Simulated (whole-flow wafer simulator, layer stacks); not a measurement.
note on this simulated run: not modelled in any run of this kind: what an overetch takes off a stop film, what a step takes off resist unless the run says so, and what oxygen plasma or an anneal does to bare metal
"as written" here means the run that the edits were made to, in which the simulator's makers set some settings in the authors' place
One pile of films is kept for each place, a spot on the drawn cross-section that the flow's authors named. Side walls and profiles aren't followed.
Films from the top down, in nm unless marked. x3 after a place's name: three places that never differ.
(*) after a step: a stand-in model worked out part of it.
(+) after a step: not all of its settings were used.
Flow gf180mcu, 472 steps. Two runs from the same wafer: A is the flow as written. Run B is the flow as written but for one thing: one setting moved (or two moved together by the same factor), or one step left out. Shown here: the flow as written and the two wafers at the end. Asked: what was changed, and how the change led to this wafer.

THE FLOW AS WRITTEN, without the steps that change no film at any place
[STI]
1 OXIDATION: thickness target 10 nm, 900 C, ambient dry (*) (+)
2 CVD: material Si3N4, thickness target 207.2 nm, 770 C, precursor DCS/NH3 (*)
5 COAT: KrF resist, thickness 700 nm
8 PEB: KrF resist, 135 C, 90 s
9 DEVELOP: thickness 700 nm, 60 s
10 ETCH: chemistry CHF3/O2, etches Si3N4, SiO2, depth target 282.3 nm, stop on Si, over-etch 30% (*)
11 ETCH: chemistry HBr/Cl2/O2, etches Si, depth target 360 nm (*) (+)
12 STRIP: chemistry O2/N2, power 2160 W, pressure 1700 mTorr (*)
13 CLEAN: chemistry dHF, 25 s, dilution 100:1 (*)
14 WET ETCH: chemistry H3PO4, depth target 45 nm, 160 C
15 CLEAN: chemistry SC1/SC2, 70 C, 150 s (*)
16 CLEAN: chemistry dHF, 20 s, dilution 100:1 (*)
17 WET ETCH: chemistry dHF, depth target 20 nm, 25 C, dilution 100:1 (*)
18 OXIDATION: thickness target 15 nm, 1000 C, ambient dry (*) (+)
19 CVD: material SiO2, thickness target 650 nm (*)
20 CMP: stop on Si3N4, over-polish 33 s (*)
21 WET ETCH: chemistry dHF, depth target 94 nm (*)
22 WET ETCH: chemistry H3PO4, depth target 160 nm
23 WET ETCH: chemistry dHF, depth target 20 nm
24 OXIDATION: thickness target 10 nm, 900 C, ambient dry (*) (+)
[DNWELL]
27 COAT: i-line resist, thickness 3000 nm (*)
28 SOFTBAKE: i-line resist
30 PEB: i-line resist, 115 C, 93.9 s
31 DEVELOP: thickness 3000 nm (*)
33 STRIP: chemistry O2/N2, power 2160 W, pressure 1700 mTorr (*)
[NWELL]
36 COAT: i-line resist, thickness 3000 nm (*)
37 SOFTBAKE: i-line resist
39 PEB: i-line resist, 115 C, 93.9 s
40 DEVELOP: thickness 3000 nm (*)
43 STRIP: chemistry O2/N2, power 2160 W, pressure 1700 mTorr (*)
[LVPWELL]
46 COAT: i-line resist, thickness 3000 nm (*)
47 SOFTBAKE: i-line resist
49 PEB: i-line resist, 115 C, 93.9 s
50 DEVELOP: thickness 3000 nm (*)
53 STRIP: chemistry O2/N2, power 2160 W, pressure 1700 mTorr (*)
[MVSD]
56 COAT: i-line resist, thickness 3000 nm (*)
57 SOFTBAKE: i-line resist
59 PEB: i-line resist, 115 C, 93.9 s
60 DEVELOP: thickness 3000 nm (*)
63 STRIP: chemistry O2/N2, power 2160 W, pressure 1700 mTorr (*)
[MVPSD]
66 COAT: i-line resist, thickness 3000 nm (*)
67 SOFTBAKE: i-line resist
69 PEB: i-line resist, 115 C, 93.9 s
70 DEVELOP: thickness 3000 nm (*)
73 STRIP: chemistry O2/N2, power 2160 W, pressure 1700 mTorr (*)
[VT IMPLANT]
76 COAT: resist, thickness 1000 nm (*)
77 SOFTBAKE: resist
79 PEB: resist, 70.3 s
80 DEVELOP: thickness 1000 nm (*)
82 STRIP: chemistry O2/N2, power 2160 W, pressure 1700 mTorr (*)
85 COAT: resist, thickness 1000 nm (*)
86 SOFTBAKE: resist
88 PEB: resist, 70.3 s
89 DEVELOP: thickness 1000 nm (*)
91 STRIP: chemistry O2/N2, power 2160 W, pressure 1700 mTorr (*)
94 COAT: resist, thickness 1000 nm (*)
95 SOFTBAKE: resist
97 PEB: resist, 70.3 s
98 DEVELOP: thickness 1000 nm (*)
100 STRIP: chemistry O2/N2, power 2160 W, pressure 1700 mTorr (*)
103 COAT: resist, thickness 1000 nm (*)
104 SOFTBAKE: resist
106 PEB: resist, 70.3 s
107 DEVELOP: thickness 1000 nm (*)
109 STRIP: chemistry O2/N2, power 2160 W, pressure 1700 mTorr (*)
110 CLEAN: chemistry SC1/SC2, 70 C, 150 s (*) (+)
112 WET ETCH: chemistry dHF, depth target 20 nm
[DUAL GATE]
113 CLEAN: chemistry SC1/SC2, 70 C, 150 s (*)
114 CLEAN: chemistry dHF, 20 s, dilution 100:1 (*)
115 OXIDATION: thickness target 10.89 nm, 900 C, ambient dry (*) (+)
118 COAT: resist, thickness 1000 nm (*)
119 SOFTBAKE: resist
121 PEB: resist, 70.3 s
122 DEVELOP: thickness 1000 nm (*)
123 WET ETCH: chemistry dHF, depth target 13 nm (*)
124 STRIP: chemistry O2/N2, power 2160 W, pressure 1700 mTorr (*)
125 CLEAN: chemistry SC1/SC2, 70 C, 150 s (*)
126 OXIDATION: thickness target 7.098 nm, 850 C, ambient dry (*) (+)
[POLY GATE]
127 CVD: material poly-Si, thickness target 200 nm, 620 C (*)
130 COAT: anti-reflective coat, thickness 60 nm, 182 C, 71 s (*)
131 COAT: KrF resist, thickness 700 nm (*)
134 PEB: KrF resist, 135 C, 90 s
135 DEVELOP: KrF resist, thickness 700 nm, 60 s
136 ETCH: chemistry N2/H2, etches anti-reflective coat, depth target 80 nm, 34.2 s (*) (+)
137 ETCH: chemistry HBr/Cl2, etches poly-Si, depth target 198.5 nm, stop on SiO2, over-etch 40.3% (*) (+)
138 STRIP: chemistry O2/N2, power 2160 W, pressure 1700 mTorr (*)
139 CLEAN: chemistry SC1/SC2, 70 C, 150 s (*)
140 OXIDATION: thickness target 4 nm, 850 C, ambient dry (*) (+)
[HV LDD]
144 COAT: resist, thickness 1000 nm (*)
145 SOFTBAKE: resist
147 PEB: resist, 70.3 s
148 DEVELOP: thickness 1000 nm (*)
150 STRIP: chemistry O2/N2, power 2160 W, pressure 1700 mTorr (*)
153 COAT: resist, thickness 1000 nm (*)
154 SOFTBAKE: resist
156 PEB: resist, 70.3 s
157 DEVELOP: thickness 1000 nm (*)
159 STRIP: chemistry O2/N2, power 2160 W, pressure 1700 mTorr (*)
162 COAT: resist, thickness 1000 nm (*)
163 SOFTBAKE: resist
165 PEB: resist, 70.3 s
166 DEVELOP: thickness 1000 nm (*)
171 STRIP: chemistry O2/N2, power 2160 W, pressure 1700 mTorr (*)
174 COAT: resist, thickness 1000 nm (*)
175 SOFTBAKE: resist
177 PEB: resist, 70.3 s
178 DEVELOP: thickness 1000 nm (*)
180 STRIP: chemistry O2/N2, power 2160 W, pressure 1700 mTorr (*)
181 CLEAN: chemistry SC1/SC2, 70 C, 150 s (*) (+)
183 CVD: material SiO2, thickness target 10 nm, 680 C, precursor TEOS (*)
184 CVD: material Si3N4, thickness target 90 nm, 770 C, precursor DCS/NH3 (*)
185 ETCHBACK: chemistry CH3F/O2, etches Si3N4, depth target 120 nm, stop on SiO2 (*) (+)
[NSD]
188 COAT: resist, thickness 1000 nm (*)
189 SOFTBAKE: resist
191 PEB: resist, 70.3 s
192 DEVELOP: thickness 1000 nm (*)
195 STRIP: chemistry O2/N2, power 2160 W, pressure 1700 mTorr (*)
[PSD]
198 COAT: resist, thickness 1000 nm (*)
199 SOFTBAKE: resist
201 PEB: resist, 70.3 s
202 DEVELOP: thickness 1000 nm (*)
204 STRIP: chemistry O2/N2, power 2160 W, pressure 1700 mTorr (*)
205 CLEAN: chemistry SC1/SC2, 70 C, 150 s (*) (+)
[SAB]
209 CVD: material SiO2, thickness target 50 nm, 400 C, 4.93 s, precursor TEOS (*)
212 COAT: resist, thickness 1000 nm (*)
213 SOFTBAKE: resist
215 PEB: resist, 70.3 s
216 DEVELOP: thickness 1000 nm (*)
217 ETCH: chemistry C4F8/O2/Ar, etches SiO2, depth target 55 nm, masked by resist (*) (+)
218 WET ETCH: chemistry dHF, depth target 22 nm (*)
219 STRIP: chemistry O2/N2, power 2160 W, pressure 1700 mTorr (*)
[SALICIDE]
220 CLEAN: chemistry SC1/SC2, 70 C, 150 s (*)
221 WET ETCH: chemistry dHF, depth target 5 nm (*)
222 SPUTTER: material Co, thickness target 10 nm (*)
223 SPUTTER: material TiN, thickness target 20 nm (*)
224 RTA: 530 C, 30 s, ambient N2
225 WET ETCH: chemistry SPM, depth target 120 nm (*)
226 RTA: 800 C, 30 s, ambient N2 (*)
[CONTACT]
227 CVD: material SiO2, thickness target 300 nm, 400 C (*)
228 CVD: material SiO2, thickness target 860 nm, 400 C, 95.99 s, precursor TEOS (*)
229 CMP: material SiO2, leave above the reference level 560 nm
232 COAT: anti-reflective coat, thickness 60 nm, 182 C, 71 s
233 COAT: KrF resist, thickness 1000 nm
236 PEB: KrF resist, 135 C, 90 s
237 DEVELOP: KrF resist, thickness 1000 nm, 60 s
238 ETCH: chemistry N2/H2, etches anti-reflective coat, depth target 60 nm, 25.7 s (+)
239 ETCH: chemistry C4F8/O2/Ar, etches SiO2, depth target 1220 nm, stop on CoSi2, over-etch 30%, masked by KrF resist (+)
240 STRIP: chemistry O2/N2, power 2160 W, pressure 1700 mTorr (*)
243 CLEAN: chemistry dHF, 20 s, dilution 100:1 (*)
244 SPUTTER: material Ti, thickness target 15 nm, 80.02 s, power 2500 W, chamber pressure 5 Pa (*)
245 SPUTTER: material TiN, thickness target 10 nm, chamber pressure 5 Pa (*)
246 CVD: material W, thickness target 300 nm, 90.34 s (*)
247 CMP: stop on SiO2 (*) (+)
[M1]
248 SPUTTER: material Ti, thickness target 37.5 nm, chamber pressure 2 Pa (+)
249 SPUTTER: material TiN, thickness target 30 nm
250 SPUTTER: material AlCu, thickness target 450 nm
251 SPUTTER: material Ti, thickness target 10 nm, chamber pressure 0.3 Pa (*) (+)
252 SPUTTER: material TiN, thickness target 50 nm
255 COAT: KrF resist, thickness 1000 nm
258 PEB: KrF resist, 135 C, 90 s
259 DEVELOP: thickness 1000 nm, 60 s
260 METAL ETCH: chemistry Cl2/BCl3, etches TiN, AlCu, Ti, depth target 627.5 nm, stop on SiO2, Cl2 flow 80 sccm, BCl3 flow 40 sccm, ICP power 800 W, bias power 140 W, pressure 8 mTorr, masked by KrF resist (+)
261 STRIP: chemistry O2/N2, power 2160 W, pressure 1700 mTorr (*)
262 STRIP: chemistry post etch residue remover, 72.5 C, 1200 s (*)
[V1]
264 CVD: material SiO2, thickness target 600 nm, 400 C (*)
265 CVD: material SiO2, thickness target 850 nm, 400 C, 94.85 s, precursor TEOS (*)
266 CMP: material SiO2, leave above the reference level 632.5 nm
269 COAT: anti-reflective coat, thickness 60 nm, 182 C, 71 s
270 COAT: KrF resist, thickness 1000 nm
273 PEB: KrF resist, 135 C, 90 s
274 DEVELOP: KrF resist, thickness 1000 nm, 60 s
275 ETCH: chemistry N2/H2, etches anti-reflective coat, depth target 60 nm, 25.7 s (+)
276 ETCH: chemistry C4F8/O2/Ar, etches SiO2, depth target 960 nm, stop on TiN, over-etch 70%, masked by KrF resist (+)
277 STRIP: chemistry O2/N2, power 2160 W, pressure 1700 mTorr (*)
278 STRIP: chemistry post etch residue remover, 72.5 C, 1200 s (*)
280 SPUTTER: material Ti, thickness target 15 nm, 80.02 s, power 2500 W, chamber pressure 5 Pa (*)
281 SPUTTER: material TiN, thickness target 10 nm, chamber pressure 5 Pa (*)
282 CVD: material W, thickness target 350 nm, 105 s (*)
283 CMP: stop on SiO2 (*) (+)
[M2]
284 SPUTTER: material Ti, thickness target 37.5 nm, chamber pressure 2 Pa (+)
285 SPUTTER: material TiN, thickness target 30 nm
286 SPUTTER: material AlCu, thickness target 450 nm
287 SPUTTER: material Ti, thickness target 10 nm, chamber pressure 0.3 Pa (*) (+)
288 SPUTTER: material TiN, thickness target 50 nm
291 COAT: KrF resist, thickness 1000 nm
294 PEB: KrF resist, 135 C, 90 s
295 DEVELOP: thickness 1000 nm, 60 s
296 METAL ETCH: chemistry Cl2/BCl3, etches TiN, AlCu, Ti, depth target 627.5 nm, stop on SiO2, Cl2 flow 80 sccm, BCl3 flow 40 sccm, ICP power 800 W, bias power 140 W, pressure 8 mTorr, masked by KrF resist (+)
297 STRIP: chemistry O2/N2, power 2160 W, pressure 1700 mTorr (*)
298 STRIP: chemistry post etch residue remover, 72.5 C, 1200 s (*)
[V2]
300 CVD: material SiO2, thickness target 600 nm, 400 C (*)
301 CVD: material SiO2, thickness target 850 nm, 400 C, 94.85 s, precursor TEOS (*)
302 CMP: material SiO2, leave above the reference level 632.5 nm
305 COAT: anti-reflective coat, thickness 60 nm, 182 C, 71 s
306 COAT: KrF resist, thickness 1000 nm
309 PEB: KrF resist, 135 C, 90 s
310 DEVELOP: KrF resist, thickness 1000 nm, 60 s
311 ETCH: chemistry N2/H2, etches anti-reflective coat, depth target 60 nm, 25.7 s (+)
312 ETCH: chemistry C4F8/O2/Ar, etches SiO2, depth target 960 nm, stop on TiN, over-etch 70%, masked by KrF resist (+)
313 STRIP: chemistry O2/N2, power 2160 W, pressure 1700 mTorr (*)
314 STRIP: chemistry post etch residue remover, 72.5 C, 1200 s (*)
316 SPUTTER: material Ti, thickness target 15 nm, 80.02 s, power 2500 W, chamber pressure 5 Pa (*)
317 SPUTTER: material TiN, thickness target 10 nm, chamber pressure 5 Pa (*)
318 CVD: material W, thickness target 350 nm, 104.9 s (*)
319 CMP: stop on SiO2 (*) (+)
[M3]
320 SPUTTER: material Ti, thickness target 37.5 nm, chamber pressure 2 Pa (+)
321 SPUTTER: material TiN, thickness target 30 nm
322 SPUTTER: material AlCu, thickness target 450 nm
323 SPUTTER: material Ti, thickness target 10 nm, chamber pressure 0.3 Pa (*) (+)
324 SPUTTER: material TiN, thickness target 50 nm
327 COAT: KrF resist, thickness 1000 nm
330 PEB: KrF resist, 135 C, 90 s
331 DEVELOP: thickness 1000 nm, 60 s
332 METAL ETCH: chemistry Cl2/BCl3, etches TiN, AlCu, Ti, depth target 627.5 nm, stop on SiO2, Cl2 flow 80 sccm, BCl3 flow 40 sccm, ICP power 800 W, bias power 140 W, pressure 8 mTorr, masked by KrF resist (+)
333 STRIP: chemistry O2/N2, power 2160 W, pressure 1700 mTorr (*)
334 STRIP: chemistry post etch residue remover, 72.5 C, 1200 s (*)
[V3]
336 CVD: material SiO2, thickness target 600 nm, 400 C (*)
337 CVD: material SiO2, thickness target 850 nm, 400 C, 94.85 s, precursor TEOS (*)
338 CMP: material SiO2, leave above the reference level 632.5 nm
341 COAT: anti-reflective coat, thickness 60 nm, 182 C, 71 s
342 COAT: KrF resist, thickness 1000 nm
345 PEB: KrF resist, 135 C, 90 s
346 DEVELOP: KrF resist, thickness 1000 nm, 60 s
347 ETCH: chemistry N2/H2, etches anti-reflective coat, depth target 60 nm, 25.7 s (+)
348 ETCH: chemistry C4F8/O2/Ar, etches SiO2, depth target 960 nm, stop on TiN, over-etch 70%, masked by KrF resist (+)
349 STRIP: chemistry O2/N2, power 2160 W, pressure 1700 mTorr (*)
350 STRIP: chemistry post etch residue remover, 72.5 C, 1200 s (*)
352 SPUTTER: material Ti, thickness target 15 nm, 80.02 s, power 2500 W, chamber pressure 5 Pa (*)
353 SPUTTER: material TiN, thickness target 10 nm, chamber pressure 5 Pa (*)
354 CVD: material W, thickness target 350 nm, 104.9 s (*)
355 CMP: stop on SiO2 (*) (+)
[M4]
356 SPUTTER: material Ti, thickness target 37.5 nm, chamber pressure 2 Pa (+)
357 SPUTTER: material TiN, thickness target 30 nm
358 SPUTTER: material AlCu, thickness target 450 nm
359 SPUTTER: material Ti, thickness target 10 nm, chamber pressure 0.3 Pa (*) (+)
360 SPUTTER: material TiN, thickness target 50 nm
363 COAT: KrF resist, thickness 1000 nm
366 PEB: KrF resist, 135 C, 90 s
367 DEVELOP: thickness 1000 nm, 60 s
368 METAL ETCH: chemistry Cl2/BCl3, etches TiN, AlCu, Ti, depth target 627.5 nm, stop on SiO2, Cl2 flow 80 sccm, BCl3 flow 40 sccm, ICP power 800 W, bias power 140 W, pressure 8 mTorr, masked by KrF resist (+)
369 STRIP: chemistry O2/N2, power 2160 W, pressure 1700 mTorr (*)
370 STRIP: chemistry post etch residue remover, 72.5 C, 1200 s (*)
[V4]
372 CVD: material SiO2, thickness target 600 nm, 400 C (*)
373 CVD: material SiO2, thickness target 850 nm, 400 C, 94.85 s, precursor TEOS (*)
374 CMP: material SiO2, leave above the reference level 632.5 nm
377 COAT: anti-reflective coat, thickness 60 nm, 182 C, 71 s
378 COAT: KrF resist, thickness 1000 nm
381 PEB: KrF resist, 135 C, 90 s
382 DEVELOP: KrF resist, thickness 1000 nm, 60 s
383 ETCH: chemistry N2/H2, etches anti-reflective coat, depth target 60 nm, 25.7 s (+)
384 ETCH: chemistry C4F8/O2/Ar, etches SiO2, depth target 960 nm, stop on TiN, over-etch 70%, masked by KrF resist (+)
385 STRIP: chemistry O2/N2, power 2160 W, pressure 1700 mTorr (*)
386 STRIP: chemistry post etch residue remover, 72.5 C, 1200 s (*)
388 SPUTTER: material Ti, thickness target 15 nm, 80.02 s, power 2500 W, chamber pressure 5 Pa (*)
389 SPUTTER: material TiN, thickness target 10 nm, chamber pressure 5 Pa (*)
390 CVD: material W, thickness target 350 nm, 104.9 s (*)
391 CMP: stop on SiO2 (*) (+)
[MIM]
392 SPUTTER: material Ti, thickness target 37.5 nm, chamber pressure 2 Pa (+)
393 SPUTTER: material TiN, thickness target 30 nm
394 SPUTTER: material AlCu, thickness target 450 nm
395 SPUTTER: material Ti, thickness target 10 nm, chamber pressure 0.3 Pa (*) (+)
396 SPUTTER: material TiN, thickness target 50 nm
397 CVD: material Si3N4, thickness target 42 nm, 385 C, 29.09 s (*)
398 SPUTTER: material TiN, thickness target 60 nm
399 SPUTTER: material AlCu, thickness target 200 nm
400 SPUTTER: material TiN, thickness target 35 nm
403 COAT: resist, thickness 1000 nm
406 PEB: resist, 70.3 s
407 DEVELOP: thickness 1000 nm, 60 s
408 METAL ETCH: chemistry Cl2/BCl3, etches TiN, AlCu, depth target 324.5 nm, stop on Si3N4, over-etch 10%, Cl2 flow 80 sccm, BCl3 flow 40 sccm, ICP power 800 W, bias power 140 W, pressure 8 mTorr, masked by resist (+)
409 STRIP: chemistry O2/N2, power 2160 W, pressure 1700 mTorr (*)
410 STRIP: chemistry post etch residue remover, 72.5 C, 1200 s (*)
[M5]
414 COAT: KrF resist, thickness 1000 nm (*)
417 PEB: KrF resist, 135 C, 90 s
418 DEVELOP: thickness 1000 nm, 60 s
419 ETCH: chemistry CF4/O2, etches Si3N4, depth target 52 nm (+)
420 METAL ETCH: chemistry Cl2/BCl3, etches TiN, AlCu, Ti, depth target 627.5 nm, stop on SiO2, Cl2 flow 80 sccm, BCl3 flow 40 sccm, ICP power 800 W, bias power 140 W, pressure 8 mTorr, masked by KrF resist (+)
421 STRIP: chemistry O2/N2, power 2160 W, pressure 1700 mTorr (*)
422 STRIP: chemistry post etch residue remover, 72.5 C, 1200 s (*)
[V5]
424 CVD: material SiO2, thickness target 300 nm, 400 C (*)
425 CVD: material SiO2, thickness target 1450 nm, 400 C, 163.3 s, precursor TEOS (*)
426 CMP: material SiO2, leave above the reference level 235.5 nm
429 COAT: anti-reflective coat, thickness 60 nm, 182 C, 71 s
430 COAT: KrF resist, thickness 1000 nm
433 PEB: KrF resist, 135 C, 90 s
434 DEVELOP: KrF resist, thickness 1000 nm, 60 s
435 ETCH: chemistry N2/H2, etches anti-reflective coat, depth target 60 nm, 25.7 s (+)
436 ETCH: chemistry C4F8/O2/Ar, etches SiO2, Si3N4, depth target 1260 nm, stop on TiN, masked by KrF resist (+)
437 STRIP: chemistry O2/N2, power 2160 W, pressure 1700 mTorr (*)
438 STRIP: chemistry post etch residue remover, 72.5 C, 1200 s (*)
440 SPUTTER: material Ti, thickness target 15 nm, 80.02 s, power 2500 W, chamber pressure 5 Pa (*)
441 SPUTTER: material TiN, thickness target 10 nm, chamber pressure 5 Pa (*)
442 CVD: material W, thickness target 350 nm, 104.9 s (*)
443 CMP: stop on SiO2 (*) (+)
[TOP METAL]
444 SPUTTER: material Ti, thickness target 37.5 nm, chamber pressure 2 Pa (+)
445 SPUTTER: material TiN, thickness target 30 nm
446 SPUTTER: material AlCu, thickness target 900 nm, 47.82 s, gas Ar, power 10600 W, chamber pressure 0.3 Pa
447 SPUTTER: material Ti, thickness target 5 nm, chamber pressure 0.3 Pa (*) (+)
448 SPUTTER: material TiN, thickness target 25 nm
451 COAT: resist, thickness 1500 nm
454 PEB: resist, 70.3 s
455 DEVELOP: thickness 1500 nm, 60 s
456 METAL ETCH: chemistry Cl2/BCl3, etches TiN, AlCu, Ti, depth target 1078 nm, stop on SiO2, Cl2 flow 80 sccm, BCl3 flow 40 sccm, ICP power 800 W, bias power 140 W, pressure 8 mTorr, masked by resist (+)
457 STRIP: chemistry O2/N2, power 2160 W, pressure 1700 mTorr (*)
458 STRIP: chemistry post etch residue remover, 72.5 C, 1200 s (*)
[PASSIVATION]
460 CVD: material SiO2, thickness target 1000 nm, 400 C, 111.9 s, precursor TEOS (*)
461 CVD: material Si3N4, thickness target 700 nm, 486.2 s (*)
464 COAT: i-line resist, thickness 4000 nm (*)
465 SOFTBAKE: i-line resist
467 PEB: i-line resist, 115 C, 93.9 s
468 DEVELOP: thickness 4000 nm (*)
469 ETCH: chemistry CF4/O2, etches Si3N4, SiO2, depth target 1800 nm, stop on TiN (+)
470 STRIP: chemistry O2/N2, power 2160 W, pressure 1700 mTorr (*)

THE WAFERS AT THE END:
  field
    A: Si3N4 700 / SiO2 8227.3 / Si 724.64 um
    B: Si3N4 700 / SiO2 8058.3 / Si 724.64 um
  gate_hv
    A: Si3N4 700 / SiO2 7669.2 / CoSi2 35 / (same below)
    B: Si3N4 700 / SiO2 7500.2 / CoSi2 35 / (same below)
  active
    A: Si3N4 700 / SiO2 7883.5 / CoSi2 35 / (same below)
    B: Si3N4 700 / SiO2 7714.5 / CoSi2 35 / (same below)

The cause: step 250, SPUTTER: thickness target 281 nm was run, where the flow has thickness target 450 nm.

How the change led to this, step by step:
  250 SPUTTER: material AlCu, thickness target 450 nm
      field, field__w1, field__w2 and 108 more: A AlCu +450 (new film) | B AlCu +281 (new film)
  260 METAL ETCH: chemistry Cl2/BCl3, etches TiN, AlCu, Ti, depth target 627.5 nm, stop on SiO2, Cl2 flow 80 sccm, BCl3 flow 40 sccm, ICP power 800 W, bias power 140 W, pressure 8 mTorr, masked by KrF resist (+)
      field, field__w1, field__w2 and 99 more: A TiN -50 (all of it), Ti -10 (all of it), AlCu -450 (all of it), TiN -30 (all of it), Ti -37.5 (all of it) | B TiN -50 (all of it), Ti -10 (all of it), AlCu -281 (all of it), TiN -30 (all of it), Ti -37.5 (all of it)
      field__w8, contact, m1 and 6 more: A KrF resist -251 | B KrF resist -245.1
  266 CMP: material SiO2, leave above the reference level 632.5 nm
      field, field__w1, field__w2 and 99 more: A SiO2 -300 | B SiO2 -469
